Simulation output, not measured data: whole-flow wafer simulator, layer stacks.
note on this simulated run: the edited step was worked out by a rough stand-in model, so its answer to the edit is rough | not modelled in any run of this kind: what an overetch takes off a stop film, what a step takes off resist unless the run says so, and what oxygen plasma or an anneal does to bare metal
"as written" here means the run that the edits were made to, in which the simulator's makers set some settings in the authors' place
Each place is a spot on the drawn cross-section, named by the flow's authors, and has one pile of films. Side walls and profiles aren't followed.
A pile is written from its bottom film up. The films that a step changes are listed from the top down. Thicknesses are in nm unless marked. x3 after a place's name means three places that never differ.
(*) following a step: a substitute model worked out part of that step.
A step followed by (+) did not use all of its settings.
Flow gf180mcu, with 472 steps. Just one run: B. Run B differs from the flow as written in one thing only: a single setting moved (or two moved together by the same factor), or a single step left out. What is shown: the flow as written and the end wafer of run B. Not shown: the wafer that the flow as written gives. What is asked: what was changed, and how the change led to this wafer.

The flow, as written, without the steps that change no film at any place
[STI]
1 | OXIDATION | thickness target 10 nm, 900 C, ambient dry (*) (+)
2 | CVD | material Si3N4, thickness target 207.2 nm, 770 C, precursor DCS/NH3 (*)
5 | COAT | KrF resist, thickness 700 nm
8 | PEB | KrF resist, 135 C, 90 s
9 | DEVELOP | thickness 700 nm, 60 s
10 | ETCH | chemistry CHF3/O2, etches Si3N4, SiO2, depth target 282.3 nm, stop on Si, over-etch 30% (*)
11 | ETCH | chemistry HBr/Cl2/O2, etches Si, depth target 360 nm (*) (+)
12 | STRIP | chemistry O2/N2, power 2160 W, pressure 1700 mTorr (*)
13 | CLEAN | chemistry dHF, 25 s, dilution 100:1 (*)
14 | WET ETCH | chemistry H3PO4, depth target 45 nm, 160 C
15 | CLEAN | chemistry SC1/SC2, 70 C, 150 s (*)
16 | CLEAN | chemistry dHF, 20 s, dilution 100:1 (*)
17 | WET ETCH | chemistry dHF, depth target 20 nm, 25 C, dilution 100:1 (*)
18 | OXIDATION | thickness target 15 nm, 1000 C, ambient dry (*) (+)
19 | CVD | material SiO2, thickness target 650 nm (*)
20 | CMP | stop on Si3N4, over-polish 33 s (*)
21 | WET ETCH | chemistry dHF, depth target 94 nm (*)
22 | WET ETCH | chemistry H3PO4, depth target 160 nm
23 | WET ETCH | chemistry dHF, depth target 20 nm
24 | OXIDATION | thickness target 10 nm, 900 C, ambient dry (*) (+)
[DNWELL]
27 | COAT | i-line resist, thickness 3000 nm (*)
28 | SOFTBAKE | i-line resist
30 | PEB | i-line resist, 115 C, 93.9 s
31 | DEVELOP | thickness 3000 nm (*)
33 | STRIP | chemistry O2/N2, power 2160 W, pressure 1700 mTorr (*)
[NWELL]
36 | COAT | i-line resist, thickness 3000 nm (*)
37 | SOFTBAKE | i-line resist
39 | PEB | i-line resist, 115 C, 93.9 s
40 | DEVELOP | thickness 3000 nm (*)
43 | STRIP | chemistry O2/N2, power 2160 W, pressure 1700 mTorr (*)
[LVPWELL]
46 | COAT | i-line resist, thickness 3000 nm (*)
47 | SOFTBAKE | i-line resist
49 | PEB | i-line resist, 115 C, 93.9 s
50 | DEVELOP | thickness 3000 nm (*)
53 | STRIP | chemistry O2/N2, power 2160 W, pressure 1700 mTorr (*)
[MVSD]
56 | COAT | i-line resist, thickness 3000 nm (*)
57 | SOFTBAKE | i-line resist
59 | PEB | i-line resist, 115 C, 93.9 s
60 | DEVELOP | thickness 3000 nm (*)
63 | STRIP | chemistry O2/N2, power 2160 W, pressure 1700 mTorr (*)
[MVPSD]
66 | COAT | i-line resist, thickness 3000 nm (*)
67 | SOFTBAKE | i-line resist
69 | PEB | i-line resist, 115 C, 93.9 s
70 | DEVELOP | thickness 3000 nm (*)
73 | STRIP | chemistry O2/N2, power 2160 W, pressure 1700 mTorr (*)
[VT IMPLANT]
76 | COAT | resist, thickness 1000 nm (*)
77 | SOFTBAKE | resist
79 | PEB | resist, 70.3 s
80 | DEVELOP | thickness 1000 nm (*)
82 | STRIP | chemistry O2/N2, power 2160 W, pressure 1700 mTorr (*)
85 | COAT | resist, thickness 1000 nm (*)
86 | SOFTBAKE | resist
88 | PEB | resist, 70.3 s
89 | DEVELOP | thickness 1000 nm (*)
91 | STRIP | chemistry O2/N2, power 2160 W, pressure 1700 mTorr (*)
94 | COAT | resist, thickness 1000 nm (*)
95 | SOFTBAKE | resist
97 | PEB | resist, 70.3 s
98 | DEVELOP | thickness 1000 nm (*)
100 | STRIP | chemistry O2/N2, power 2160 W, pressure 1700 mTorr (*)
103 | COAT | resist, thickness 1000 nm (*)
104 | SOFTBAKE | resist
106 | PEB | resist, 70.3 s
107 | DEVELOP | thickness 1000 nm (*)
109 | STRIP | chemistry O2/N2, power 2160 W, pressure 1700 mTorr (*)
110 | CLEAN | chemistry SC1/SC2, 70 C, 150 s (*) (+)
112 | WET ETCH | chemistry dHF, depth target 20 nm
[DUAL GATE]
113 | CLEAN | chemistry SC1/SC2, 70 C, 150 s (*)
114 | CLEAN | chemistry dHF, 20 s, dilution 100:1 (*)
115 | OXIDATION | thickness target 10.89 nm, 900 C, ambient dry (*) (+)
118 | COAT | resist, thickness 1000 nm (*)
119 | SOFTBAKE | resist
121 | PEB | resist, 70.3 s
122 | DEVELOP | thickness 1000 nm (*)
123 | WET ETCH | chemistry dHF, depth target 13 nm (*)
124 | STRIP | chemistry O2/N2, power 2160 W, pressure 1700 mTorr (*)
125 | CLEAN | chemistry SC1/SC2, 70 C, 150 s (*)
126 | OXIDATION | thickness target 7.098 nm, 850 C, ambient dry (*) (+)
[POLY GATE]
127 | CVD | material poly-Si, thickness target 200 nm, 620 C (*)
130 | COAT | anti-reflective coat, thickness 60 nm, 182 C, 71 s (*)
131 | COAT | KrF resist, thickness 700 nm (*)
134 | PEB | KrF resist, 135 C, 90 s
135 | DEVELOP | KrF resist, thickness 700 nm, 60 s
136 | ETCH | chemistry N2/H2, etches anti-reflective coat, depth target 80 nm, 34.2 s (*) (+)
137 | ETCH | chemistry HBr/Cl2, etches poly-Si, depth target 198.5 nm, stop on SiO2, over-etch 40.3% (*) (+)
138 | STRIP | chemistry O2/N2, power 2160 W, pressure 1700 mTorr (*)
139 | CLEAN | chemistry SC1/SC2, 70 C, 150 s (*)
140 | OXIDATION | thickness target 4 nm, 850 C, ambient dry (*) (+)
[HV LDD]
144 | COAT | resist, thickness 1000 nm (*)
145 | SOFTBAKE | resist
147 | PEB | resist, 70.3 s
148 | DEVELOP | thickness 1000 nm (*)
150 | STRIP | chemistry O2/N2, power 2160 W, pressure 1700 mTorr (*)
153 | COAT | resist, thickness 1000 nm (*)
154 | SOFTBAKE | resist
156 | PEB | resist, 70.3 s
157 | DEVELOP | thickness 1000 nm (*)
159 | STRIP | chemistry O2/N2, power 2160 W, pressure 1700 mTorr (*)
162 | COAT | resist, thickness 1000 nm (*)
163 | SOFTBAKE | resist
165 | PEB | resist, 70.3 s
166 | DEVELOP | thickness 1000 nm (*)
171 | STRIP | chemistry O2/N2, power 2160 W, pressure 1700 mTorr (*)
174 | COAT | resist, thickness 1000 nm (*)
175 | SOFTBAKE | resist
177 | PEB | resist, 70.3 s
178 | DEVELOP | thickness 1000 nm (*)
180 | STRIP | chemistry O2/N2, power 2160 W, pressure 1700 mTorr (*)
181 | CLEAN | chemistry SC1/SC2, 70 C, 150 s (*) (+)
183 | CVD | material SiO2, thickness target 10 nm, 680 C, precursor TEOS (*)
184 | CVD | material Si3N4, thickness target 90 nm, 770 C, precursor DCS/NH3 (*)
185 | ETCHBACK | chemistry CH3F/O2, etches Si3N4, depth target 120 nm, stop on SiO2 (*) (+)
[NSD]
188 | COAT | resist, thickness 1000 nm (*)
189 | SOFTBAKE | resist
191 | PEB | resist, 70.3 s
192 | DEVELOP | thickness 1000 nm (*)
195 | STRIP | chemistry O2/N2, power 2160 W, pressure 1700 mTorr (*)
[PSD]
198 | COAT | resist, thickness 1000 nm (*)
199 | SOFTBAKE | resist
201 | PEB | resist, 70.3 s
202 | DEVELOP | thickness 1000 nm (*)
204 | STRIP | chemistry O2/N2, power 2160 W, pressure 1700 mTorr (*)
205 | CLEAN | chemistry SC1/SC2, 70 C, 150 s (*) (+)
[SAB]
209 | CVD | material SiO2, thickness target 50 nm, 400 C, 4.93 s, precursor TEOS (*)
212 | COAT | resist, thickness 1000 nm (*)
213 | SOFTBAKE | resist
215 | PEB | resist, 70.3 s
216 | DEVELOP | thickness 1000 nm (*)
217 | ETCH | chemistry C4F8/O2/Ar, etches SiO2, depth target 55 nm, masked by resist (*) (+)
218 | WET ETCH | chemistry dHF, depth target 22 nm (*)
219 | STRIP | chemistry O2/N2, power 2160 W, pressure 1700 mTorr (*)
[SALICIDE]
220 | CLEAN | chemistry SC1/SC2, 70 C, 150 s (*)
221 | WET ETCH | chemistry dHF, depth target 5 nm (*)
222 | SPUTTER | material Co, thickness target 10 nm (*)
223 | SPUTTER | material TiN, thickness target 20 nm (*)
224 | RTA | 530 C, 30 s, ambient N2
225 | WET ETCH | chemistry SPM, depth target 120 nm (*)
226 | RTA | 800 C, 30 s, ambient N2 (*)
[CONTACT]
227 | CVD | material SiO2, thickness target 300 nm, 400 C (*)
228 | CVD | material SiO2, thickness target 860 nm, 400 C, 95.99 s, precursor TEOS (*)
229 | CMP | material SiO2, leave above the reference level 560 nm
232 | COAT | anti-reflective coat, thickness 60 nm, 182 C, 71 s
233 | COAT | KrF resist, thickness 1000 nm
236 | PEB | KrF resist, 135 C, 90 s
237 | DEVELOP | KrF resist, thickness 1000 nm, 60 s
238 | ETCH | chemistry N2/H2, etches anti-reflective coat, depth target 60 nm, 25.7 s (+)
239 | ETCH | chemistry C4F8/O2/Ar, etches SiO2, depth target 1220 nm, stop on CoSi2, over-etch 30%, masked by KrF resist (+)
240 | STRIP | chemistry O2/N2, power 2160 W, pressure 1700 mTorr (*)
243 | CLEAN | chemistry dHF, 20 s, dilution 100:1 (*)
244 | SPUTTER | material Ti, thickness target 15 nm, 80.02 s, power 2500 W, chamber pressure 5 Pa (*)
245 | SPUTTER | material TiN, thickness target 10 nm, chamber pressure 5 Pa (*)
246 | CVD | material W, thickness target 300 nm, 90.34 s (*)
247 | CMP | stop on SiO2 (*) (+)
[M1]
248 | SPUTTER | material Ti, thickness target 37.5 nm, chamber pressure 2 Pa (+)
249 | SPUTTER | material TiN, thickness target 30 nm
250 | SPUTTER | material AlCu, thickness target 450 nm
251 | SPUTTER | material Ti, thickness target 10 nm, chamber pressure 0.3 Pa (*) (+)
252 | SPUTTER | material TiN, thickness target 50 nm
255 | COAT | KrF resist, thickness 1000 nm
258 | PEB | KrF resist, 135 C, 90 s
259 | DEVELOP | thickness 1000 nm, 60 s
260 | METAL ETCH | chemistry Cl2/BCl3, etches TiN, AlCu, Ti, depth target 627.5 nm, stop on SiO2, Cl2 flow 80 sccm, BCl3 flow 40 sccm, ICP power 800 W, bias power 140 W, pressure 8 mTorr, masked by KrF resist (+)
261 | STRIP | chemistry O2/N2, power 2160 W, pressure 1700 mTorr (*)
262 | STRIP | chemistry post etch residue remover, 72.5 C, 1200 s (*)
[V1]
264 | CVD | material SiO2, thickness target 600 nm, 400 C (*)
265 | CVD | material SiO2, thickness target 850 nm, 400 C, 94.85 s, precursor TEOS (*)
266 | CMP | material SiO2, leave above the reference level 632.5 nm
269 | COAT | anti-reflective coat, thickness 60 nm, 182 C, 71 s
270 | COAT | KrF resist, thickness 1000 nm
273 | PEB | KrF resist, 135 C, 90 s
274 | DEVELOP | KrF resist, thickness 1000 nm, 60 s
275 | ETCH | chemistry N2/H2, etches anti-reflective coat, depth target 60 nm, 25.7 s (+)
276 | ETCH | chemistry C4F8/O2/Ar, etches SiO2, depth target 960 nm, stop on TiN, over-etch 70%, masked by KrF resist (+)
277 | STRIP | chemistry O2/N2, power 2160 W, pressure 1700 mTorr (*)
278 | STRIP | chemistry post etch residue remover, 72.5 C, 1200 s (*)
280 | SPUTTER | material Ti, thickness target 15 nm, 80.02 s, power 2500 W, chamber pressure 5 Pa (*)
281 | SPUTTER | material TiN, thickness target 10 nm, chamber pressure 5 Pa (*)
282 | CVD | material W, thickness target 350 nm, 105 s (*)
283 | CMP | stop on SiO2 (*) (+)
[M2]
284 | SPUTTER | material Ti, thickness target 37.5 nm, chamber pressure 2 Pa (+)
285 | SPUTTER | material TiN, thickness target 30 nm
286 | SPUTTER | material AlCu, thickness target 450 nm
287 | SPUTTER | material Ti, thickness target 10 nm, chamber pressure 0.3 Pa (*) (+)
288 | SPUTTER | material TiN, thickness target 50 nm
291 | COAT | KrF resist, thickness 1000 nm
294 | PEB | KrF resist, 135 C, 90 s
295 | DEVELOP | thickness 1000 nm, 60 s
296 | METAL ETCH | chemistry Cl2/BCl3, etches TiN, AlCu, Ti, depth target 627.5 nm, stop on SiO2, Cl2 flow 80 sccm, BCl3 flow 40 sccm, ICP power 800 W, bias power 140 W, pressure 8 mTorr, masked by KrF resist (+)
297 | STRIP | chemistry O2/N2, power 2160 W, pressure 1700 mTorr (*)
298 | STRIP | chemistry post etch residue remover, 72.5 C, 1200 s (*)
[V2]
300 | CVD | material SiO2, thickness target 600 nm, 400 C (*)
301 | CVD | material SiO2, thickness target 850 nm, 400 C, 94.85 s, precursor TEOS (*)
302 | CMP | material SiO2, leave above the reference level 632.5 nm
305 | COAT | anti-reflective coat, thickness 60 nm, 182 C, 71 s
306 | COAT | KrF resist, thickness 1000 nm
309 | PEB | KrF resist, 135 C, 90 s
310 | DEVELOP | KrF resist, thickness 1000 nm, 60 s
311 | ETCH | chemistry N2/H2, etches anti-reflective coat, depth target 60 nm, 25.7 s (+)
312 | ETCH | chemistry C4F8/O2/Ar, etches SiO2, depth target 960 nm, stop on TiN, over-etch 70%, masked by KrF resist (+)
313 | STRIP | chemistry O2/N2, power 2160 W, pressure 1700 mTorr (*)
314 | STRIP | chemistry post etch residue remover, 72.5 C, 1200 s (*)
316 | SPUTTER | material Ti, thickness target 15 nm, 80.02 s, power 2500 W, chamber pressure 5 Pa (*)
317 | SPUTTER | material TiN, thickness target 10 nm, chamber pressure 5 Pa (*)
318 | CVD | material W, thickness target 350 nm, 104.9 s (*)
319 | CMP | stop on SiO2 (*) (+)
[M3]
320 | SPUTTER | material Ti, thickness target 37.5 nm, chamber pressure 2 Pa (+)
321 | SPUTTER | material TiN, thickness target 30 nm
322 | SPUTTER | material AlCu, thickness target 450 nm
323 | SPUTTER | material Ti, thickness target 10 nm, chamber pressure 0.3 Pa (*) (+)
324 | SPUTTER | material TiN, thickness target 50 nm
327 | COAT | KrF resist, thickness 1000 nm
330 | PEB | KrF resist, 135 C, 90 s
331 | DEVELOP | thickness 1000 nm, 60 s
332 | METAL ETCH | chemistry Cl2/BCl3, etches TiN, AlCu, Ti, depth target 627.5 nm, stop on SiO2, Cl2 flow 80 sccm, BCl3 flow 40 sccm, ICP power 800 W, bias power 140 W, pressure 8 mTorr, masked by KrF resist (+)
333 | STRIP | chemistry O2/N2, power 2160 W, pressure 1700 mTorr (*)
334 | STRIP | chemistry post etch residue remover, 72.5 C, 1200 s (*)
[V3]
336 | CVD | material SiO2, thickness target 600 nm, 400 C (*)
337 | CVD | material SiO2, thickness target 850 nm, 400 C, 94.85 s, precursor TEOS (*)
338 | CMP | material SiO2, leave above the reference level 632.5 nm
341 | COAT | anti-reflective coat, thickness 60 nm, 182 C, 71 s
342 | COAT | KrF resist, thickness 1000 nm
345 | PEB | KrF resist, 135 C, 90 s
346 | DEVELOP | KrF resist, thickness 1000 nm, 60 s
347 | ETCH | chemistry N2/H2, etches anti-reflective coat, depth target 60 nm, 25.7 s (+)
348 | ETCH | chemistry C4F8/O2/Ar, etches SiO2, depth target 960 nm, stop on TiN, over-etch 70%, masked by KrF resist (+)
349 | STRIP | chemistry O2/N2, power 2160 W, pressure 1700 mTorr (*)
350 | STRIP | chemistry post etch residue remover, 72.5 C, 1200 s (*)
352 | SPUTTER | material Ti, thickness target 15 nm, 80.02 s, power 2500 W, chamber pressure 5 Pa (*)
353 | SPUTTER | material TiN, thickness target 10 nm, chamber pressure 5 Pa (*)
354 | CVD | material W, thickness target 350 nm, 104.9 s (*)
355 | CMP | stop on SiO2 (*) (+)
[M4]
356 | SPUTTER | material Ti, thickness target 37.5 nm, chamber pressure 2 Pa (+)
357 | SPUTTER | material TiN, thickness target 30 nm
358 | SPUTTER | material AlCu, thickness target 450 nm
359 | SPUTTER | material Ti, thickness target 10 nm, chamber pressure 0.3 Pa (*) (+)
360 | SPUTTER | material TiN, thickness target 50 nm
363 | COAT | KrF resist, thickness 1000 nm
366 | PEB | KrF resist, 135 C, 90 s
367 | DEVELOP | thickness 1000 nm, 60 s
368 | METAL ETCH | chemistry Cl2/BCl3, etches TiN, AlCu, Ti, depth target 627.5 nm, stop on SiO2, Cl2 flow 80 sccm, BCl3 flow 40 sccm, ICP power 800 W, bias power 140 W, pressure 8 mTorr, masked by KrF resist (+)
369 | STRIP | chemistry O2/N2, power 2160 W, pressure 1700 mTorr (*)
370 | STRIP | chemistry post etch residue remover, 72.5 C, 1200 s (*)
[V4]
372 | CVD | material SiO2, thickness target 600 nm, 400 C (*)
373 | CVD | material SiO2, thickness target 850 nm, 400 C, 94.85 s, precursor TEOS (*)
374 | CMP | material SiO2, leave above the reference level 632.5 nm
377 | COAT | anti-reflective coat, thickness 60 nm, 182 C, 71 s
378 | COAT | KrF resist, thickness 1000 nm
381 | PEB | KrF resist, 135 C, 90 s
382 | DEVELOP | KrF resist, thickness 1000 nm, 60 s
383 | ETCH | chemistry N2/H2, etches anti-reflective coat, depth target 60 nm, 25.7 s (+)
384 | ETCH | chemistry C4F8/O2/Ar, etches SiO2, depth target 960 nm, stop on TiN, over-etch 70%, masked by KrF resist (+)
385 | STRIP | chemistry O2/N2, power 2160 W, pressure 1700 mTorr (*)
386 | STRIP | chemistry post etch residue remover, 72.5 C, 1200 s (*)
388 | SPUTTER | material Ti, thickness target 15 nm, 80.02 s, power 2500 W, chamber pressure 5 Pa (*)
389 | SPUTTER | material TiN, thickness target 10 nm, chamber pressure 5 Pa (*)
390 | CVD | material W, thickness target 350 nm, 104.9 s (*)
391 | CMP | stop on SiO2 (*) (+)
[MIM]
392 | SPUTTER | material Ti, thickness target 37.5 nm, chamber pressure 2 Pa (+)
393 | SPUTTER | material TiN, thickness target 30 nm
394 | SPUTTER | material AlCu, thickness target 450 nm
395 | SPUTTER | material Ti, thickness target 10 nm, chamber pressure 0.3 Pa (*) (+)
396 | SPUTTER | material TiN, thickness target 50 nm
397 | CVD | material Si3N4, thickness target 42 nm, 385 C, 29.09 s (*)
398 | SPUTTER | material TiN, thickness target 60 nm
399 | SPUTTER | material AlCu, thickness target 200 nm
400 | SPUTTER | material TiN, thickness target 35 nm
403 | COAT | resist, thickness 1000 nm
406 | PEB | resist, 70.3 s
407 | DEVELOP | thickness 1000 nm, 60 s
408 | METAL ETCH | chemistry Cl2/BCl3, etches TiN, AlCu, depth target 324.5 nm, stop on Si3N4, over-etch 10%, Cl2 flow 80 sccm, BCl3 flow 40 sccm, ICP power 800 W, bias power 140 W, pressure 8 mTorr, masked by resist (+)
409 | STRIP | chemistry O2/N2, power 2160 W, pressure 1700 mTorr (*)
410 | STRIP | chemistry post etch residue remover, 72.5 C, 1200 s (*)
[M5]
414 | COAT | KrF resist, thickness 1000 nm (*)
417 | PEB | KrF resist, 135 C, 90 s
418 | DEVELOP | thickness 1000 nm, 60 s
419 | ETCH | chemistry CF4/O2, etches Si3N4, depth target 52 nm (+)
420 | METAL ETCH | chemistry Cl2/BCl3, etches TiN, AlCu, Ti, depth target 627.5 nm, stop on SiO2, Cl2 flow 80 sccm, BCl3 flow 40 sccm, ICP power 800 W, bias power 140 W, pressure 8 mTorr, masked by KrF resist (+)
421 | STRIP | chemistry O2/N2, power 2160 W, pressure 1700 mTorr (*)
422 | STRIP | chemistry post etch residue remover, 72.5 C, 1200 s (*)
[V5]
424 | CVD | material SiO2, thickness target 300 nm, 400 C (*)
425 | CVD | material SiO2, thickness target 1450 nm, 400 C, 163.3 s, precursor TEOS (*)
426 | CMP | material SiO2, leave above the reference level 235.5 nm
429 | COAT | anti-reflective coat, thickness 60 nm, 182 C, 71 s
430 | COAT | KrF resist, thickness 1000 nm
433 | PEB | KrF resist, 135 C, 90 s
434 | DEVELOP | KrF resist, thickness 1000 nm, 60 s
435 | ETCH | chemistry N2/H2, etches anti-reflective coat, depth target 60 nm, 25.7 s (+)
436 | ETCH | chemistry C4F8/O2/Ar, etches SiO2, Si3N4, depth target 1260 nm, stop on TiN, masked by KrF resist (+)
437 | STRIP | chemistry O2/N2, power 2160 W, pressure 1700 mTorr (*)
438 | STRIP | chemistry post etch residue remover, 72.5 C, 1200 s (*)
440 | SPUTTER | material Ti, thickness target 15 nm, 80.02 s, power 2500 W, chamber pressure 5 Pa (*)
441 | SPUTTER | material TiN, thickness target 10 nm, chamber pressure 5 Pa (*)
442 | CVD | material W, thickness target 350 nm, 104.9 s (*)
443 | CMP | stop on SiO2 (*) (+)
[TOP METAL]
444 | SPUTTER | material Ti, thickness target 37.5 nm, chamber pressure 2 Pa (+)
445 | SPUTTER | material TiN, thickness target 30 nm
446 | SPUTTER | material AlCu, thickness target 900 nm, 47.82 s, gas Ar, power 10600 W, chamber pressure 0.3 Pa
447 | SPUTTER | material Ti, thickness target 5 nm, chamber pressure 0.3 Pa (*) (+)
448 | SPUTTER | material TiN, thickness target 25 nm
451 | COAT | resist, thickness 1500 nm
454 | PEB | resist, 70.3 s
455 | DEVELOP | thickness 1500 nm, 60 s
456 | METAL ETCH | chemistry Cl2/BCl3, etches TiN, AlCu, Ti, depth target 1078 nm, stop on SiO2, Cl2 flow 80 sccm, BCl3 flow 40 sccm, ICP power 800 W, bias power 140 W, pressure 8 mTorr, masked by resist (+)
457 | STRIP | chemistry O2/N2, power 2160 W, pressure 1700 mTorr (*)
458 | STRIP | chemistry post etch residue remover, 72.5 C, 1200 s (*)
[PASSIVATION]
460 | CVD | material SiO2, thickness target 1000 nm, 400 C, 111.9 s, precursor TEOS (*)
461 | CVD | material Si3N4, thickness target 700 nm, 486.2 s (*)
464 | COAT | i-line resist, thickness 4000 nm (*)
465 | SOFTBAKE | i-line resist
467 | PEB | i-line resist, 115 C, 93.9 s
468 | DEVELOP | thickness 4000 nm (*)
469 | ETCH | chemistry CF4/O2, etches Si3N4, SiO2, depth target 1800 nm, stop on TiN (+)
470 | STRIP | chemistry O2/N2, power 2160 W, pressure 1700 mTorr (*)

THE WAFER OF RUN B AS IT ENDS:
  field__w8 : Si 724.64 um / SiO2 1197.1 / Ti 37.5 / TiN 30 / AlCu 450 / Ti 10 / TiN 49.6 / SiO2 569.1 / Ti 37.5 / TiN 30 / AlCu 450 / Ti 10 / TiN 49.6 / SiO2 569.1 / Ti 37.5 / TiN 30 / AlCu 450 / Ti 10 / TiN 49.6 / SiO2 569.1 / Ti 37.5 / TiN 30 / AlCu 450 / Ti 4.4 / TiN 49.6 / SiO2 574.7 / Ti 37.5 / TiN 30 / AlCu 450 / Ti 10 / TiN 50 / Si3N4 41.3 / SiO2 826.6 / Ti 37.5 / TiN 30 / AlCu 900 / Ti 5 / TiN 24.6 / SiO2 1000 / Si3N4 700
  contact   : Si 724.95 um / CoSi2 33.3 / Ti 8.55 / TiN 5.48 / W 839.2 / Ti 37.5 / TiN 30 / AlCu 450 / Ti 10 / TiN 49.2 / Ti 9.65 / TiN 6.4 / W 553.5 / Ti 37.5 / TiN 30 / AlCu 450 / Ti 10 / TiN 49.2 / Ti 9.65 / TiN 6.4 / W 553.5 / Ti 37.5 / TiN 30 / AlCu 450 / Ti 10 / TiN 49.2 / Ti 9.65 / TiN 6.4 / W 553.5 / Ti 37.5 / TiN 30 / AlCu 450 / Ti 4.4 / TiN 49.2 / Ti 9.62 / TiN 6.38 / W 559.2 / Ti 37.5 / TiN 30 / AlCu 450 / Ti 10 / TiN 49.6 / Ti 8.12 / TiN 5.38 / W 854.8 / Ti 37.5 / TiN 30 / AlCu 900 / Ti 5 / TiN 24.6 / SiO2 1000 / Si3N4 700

What caused this: step 359, SPUTTER: thickness target 4.4 nm was run, while the flow as written has thickness target 10 nm.
One can read it off the wafer: field__w8 has Ti 4.4, and step 359 as written asks for 10 nm.

Step by step, how the change led to this:
  359 | SPUTTER | material Ti, thickness target 10 nm, chamber pressure 0.3 Pa (*) (+)
      field, field__w1, field__w2 and 108 more: +4.4 Ti (new film) (it would be, as written: +10 Ti (new film))
  368 | METAL ETCH | chemistry Cl2/BCl3, etches TiN, AlCu, Ti, depth target 627.5 nm, stop on SiO2, Cl2 flow 80 sccm, BCl3 flow 40 sccm, ICP power 800 W, bias power 140 W, pressure 8 mTorr, masked by KrF resist (+)
      field, field__w1, field__w2 and 103 more: -50 TiN (all of it), -4.4 Ti (all of it), -450 AlCu (all of it), -30 TiN (all of it), -37.5 Ti (all of it) (it would be, as written: -50 TiN (all of it), -10 Ti (all of it), -450 AlCu (all of it), -30 TiN (all of it), -37.5 Ti (all of it))
